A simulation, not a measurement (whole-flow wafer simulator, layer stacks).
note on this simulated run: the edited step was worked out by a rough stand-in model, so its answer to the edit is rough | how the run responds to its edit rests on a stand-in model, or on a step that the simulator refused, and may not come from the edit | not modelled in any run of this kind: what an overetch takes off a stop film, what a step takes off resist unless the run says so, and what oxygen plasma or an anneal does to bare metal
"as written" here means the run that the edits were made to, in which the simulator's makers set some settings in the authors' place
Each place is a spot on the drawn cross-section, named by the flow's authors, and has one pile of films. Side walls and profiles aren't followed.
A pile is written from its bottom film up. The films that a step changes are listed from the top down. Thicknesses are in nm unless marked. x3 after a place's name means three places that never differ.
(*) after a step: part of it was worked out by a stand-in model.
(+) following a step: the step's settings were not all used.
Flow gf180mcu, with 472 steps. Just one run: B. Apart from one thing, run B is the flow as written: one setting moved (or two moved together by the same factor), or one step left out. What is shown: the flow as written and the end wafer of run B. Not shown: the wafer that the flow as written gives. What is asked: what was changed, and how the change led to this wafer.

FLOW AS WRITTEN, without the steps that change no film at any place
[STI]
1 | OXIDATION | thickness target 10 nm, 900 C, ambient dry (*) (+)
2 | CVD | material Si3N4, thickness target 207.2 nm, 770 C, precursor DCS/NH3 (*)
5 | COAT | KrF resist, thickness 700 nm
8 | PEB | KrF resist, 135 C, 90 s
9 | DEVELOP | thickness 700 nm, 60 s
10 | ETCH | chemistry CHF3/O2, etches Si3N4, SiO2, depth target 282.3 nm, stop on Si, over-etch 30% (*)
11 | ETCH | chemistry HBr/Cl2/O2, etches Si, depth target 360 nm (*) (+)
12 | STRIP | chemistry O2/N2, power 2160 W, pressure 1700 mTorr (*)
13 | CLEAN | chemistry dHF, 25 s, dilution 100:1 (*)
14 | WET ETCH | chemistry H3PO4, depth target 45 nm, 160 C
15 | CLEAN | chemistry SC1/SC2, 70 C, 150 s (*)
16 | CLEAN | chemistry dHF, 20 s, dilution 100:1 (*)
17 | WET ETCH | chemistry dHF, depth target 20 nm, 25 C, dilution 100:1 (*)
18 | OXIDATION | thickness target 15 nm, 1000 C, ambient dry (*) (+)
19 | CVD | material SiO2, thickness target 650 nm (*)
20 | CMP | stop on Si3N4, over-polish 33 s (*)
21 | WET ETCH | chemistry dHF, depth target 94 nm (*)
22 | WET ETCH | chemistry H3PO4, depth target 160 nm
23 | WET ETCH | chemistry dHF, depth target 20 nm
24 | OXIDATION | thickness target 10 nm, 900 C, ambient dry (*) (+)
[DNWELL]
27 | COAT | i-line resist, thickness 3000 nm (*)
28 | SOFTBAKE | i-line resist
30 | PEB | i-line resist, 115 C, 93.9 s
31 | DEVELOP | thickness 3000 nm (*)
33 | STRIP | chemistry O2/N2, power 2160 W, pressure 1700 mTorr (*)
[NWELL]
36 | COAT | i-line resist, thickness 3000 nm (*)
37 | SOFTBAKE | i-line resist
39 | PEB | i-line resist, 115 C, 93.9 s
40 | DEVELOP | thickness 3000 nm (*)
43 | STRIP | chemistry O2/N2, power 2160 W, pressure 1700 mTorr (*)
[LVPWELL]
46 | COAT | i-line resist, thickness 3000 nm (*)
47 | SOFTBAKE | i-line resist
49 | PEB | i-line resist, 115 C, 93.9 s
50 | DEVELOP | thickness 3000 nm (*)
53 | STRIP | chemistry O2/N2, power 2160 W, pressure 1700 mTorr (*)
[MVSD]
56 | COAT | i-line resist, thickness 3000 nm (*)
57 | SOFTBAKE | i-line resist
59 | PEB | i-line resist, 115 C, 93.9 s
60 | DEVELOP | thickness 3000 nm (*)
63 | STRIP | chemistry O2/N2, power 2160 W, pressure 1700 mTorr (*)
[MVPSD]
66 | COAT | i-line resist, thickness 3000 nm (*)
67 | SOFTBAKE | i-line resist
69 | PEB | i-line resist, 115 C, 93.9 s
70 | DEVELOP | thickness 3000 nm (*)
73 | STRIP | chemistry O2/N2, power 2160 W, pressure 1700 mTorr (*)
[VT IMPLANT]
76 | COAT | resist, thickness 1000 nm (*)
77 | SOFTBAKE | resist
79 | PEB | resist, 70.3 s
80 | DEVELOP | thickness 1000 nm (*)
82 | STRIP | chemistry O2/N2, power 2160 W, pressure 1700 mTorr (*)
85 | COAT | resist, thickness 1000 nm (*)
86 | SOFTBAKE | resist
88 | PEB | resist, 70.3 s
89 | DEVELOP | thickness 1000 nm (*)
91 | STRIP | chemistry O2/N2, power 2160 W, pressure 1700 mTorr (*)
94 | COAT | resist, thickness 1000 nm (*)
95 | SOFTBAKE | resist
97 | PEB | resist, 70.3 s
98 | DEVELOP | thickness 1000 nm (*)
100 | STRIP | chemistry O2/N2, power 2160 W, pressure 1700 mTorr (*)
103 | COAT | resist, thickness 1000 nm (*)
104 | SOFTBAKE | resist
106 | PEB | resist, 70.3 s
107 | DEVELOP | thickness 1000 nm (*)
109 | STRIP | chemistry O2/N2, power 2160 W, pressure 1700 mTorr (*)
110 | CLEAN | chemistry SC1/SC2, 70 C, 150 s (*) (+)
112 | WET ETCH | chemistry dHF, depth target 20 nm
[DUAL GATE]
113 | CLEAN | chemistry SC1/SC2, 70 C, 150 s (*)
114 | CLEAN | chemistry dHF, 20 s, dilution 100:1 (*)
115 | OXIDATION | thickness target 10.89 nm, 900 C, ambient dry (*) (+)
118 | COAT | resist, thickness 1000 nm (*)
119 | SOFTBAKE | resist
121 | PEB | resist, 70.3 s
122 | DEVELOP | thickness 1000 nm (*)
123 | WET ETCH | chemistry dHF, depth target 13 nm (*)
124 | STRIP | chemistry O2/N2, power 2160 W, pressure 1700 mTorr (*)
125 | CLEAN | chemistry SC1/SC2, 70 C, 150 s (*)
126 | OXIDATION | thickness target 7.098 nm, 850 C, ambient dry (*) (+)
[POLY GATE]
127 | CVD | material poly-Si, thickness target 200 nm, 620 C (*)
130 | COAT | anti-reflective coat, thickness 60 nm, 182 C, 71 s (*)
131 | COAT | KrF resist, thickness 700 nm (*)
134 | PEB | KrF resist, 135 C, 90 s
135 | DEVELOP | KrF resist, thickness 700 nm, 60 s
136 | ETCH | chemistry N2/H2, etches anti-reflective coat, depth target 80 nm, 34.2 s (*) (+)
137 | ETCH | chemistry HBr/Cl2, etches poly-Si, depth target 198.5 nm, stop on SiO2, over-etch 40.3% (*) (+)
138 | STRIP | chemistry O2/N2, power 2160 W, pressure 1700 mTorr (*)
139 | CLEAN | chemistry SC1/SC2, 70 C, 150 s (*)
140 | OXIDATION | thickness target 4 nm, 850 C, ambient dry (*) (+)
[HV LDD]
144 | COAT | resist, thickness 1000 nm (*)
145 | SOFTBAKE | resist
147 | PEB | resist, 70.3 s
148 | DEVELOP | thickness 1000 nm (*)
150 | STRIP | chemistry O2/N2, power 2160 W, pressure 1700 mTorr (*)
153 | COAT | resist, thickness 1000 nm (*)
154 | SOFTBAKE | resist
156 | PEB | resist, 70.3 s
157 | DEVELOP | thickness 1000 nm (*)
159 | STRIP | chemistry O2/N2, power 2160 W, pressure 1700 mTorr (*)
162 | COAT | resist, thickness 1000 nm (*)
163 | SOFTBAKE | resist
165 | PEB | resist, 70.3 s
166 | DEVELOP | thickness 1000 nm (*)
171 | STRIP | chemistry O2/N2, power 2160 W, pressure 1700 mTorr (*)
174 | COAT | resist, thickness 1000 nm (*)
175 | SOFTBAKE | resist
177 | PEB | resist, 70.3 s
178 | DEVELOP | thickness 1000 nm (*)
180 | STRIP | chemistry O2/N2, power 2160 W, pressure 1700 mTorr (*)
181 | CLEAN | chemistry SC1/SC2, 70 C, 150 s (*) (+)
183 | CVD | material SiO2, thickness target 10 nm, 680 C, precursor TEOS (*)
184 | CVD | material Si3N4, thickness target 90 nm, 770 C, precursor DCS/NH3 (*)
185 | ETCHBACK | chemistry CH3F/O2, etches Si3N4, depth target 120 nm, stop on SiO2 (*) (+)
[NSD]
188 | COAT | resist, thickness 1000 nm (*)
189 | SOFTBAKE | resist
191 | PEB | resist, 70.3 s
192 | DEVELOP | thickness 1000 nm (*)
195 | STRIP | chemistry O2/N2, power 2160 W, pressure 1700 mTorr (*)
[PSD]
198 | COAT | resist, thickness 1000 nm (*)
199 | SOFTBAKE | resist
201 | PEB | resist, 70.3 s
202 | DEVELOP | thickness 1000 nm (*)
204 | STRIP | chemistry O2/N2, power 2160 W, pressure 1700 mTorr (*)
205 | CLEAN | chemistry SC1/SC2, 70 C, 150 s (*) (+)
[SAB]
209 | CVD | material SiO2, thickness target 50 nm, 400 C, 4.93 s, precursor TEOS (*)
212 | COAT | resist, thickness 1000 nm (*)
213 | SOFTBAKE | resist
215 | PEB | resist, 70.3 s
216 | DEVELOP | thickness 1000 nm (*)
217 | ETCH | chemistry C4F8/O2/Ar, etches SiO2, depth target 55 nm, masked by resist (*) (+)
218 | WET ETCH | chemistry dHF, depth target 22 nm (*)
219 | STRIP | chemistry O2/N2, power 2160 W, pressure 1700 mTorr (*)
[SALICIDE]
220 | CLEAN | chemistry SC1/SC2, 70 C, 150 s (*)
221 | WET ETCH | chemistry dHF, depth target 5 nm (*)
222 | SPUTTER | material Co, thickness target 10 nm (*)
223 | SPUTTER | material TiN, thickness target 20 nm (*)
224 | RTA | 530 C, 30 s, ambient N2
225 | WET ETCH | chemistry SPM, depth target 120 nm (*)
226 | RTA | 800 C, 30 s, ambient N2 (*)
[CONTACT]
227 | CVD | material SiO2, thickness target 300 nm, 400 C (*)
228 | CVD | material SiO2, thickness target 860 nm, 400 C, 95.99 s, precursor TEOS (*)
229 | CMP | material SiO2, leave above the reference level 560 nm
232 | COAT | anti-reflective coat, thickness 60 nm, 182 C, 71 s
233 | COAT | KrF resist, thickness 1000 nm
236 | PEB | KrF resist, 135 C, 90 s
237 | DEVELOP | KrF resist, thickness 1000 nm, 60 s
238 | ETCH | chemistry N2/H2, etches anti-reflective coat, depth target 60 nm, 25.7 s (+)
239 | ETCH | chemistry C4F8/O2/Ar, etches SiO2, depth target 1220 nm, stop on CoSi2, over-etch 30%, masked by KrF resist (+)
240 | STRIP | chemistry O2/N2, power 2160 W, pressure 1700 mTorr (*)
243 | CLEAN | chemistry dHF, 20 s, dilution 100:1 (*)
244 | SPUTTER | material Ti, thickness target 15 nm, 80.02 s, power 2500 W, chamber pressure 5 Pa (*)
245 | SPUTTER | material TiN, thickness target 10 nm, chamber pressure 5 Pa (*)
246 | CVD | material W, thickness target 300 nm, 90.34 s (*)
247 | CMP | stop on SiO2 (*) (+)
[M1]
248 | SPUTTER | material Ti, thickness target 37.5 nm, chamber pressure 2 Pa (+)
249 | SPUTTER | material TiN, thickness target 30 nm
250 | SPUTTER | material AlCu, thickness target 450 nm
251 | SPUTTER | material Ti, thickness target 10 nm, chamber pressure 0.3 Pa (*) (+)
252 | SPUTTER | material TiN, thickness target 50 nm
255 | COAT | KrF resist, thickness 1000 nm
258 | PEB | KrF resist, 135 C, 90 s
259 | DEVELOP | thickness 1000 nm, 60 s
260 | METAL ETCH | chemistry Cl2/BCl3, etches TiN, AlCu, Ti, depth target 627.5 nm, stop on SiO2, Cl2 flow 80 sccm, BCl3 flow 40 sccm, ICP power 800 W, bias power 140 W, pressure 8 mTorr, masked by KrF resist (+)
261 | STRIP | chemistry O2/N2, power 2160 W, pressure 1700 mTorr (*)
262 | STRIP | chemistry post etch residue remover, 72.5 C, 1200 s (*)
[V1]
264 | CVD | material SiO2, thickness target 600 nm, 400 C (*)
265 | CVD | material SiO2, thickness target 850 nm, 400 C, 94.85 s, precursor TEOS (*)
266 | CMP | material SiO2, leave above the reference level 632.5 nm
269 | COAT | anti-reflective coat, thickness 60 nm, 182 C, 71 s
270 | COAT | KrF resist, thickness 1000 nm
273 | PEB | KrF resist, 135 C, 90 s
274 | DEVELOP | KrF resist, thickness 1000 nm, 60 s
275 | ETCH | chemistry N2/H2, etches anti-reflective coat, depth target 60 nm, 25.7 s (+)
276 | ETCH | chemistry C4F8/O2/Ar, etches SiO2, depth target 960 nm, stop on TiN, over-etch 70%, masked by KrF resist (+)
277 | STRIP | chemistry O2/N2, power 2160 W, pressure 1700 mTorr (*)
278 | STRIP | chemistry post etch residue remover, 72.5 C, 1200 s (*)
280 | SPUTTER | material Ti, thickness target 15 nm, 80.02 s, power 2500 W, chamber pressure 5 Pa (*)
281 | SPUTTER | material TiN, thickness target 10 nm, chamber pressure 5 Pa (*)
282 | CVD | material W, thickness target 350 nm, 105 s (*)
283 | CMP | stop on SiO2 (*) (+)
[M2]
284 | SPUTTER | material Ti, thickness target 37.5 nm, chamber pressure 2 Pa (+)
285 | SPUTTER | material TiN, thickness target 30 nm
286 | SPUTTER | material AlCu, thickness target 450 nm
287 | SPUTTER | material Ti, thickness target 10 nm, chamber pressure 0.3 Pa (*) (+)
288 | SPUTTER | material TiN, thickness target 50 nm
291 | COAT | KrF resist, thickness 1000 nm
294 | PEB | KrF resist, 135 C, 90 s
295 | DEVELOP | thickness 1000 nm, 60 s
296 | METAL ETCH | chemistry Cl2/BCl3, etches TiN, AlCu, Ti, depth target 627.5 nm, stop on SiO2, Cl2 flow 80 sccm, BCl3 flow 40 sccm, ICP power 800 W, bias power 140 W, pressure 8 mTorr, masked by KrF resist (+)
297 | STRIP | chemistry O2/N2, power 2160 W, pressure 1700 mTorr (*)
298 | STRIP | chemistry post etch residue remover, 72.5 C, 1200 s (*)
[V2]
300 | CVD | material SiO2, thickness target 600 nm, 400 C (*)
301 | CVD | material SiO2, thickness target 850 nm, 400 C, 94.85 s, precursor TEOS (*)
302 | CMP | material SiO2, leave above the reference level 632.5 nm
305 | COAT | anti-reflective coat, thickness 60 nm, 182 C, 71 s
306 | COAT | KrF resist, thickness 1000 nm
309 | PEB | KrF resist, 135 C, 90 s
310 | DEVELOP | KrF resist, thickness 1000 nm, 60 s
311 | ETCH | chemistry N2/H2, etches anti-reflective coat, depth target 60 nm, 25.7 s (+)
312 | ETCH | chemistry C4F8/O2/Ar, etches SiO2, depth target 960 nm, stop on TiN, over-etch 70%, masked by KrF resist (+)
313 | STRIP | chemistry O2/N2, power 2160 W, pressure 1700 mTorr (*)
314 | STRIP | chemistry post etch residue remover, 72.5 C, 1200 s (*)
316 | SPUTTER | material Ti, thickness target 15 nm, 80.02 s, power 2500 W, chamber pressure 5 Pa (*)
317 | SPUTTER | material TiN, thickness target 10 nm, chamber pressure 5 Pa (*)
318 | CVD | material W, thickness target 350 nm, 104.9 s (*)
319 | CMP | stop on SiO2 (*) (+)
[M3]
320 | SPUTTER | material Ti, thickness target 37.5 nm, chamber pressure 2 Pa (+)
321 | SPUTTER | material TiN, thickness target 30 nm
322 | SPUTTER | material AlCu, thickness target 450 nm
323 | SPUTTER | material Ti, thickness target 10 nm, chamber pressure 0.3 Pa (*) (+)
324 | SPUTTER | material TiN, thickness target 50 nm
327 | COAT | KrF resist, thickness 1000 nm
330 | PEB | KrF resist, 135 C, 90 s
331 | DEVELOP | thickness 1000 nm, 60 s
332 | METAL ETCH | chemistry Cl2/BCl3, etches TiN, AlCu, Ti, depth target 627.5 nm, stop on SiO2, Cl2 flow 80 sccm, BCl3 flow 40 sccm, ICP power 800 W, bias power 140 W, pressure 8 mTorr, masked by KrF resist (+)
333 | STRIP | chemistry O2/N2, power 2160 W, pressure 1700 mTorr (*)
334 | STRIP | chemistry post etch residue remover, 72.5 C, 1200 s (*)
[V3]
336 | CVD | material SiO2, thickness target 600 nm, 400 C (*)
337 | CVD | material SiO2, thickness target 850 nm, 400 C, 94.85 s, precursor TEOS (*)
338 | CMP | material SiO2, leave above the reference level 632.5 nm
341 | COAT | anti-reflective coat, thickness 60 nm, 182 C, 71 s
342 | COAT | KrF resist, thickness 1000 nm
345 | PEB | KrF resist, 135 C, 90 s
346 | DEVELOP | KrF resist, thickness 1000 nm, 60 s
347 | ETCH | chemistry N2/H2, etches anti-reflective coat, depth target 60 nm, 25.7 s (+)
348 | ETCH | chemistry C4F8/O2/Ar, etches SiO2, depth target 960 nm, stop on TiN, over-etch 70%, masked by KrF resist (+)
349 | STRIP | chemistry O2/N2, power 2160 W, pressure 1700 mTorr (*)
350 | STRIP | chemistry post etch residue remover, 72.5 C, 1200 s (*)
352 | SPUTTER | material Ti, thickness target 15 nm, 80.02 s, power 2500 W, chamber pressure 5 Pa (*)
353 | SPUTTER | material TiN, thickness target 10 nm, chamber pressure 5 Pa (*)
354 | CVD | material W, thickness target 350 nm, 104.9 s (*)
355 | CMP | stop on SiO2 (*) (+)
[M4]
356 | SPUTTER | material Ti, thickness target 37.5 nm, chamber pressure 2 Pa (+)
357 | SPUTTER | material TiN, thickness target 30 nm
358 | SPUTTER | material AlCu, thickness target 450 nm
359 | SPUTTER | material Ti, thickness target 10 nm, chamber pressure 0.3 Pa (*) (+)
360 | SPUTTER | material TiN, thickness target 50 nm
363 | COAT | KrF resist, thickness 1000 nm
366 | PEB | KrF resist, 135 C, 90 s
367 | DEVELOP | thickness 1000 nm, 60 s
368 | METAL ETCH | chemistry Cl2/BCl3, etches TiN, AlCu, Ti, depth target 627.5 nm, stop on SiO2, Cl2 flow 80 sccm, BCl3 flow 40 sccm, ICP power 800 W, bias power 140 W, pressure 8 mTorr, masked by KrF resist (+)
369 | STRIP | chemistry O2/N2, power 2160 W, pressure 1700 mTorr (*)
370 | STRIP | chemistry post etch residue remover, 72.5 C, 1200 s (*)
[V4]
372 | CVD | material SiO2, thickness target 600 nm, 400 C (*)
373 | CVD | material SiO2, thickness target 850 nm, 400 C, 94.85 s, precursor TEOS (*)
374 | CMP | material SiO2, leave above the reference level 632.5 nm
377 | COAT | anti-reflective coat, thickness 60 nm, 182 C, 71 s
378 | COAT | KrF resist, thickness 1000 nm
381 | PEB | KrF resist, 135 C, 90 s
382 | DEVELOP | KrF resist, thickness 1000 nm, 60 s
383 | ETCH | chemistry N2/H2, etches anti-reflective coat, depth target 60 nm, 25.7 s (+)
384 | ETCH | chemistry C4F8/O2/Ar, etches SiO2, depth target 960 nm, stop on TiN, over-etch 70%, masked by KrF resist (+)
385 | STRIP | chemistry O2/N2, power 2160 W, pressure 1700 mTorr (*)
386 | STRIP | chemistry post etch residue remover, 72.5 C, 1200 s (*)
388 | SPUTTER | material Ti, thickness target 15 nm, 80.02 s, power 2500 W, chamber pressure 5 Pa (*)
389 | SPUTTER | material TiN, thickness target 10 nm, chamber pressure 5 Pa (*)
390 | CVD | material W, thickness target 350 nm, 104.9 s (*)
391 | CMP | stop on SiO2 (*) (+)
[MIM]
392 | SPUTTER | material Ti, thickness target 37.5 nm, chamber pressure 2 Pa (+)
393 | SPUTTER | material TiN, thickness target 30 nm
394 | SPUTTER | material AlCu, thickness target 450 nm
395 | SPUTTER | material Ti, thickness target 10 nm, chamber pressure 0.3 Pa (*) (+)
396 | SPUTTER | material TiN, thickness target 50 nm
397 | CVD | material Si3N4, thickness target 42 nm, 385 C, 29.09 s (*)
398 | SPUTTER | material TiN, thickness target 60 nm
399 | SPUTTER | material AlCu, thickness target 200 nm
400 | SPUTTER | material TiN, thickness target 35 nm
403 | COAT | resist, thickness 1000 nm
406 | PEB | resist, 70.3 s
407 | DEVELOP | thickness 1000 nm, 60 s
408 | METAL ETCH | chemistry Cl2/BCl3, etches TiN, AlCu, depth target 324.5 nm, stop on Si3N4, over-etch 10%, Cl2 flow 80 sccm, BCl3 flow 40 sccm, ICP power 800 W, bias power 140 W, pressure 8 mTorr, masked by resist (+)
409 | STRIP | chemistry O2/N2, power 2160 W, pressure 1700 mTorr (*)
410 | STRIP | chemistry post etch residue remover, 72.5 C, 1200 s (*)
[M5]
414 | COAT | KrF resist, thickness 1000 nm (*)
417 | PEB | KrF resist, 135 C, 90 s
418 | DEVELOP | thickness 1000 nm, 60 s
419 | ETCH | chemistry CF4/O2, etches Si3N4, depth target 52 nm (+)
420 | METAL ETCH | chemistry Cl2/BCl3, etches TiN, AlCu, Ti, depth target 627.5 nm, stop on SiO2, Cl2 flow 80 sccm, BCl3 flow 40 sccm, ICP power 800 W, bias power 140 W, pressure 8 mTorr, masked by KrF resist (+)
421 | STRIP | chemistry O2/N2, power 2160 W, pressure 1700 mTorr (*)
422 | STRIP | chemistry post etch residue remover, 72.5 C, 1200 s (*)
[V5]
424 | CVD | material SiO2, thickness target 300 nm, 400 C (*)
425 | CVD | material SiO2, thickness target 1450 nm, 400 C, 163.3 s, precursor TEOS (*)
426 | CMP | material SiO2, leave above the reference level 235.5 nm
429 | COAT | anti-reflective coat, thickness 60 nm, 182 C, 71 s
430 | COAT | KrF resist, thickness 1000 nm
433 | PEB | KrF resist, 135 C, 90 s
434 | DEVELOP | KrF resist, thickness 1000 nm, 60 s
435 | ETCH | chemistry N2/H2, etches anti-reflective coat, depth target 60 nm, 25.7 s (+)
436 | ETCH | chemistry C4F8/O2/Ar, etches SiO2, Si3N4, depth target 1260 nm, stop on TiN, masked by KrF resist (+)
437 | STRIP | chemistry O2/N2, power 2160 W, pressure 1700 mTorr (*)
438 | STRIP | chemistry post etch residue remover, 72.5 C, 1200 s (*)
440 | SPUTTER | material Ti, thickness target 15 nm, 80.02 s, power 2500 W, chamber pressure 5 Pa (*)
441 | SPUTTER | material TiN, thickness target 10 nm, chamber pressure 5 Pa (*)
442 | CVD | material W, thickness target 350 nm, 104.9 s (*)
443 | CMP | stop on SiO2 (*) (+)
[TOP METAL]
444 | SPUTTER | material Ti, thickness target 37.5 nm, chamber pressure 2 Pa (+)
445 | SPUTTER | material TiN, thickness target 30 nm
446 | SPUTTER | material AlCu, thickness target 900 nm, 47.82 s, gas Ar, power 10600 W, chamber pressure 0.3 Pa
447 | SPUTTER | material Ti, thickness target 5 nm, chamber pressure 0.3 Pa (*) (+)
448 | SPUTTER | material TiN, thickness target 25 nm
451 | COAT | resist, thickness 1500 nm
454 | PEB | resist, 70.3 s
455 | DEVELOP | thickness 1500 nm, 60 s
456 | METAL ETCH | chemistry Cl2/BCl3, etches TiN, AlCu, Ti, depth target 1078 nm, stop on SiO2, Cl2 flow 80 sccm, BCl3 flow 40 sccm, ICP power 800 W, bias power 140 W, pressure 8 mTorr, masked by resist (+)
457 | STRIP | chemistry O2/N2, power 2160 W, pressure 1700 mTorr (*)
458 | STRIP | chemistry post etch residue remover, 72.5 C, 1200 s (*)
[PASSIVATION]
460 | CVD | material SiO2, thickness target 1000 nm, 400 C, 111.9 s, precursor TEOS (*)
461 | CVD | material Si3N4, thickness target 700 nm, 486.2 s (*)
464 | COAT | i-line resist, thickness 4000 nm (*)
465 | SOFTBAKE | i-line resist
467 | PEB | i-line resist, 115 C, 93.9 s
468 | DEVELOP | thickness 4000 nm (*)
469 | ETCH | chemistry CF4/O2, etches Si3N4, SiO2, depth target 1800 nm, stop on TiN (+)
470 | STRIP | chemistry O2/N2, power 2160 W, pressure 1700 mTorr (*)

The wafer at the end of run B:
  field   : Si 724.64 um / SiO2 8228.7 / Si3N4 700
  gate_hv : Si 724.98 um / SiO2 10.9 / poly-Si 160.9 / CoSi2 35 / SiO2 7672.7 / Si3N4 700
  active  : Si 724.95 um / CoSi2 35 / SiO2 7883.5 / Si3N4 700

The reason: step 115, OXIDATION: thickness target 7.076 nm was run, while the flow as written has thickness target 10.89 nm.

How this came from the change, step by step:
  115 | OXIDATION | thickness target 10.89 nm, 900 C, ambient dry (*) (+)
      active, n_well, p_well and 40 more: SiO2 gains 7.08 (new film), Si loses 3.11 (it would be, as written: SiO2 gains 10.9 (new film), Si loses 4.79)
      sti, mim_1p0, pad and 21 more: SiO2 gains 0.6, Si loses 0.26 (it would be, as written: SiO2 gains 1.22, Si loses 0.54)
      (and at 25 other places as well)
  123 | WET ETCH | chemistry dHF, depth target 13 nm (*)
      active, n_well, p_well and 12 more: SiO2 loses 7.08 (all of it) (it would be, as written: SiO2 loses 10.9 (all of it))
  130 | COAT | anti-reflective coat, thickness 60 nm, 182 C, 71 s (*)
      p_well, spacer, sd_n: anti-reflective coat gains 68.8 (new film) (it would be, as written: anti-reflective coat gains 70.9 (new film))
      contact: anti-reflective coat gains 65.7 (new film) (it would be, as written: anti-reflective coat gains 67.5 (new film))
      (and at 2 other places as well)
  136 | ETCH | chemistry N2/H2, etches anti-reflective coat, depth target 80 nm, 34.2 s (*) (+)
      p_well, spacer, sd_n: anti-reflective coat loses 68.8 (all of it), poly-Si loses 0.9 (it would be, as written: anti-reflective coat loses 70.9 (all of it), poly-Si loses 0.85)
      contact: anti-reflective coat loses 65.7 (all of it), poly-Si loses 0.98 (it would be, as written: anti-reflective coat loses 67.5 (all of it), poly-Si loses 0.94)
      (and at 2 other places as well)
  145 | SOFTBAKE | resist
      active_nat: resist gains 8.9 (it would be, as written: resist gains 4.68)
  154 | SOFTBAKE | resist
      active_nat: resist gains 8.9 (it would be, as written: resist gains 4.68)
  163 | SOFTBAKE | resist
      active_nat: resist gains 8.9 (it would be, as written: resist gains 4.68)
  175 | SOFTBAKE | resist
      active_nat: resist gains 8.9 (it would be, as written: resist gains 4.68)
  189 | SOFTBAKE | resist
      active_hv: resist loses 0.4 (it would be, as written: resist gains 2.68)
      nw_enc_fld_lv__w3: resist loses 1.68 (it would be, as written: resist gains 2.11)
  199 | SOFTBAKE | resist
      active_hv: resist loses 0.4 (it would be, as written: resist gains 2.68)
      nw_enc_fld_lv__w3: resist loses 1.68 (it would be, as written: resist gains 2.11)
  218 | WET ETCH | chemistry dHF, depth target 22 nm (*)
      ldn_tap, ldn_src, ldn_drn, ldp_tap, ldp_src, ldp_drn, ldp_gr: SiO2 loses 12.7 (all of it) (it would be, as written: SiO2 loses 16 (all of it))
      ld_drn_n, ld_sd_p: SiO2 loses 11.6 (all of it) (it would be, as written: SiO2 loses 14.8 (all of it))
      (and at 5 other places as well)
  223 | SPUTTER | material TiN, thickness target 20 nm (*)
      field__w12: TiN gains 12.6 (new film) (it would be, as written: TiN gains 12 (new film))
  225 | WET ETCH | chemistry SPM, depth target 120 nm (*)
      field__w12: TiN loses 12.6 (all of it), Co loses 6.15 (all of it) (it would be, as written: TiN loses 12 (all of it), Co loses 6.15 (all of it))
